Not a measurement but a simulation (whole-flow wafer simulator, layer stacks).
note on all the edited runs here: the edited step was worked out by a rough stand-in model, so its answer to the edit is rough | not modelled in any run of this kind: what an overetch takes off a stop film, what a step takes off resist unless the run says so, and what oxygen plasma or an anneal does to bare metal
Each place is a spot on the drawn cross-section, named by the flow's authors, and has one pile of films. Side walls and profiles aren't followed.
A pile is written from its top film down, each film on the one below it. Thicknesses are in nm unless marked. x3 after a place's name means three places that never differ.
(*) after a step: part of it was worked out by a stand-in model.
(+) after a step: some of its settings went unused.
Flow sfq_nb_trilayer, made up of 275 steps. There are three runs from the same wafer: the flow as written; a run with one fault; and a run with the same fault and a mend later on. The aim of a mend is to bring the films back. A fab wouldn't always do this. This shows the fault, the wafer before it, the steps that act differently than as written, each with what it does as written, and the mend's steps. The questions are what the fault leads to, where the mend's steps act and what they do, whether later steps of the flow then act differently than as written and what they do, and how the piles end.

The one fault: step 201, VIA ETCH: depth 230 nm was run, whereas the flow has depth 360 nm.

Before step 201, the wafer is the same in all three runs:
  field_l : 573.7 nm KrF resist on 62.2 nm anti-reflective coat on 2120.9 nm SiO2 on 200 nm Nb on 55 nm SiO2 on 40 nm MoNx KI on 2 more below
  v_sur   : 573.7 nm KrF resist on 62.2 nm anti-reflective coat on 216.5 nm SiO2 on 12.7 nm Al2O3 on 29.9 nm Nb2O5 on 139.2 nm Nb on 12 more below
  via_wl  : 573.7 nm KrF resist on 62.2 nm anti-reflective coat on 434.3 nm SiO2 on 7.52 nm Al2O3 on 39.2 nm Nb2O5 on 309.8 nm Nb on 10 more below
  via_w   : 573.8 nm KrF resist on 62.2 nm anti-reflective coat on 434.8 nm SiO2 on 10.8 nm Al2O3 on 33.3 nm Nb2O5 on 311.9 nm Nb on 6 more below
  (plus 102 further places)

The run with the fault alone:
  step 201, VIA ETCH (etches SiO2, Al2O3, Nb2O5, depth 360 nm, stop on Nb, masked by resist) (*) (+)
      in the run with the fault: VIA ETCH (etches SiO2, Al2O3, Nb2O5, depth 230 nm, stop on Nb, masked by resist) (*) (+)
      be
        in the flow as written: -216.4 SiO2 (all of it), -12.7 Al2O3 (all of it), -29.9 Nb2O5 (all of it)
        in the run with the fault: -216.4 SiO2 (all of it), -12.7 Al2O3 (all of it), -0.95 Nb2O5
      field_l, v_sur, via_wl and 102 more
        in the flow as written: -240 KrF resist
        in the run with the fault: -153.3 KrF resist
  Later steps of the flow acting differently than as written (not shown: 6 more steps that differ only slightly, by at most 2% or 0.5 nm, whichever is larger):
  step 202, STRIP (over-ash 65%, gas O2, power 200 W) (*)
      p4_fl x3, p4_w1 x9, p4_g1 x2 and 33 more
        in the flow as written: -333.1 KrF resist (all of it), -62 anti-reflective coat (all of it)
        in the run with the fault: -419.8 KrF resist (all of it), -62 anti-reflective coat (all of it)
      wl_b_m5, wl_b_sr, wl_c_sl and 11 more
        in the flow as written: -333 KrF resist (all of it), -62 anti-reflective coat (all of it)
        in the run with the fault: -419.7 KrF resist (all of it), -62 anti-reflective coat (all of it)
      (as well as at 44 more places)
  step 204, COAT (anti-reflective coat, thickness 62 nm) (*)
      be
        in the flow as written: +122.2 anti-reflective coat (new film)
        in the run with the fault: +117.9 anti-reflective coat (new film)
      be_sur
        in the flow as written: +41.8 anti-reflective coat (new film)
        in the run with the fault: +42.9 anti-reflective coat (new film)
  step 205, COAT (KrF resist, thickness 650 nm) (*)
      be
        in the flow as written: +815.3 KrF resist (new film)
        in the run with the fault: +794.6 KrF resist (new film)
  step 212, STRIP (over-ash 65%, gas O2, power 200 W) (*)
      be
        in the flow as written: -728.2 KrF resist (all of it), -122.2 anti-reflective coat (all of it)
        in the run with the fault: -707.5 KrF resist (all of it), -117.9 anti-reflective coat (all of it)
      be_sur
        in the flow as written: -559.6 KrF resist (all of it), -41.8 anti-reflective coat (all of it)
        in the run with the fault: -561.3 KrF resist (all of it), -42.9 anti-reflective coat (all of it)
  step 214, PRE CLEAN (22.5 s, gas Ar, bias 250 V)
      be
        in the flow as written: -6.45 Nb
        in the run with the fault: -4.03 Nb2O5
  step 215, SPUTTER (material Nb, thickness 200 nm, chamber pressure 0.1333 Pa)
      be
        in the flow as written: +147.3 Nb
        in the run with the fault: +154.6 Nb (new film)
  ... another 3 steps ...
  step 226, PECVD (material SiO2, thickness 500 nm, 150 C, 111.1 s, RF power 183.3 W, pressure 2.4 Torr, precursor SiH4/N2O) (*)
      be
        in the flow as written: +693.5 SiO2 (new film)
        in the run with the fault: +654.9 SiO2 (new film)
  The piles end different from the flow's at be by more than 2% or 0.5 nm, whichever is larger.
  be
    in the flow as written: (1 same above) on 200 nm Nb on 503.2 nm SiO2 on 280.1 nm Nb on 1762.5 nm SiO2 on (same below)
    in the run with the fault: (1 same above) on 200 nm Nb on 464.6 nm SiO2 on 154.6 nm Nb on 25 nm Nb2O5 on 139.2 nm Nb on 1762.5 nm SiO2 on (same below)

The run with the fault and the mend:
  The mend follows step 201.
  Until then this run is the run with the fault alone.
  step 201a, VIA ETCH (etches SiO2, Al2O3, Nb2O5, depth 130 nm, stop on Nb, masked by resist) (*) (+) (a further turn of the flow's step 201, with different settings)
      field_l, v_sur, via_wl and 102 more
        -86.7 KrF resist
      be
        -29 Nb2O5 (all of it)
  Every later step of the flow that is run acts as written at every place that is followed.
  The piles end the same as the flow's at every place that both follow.
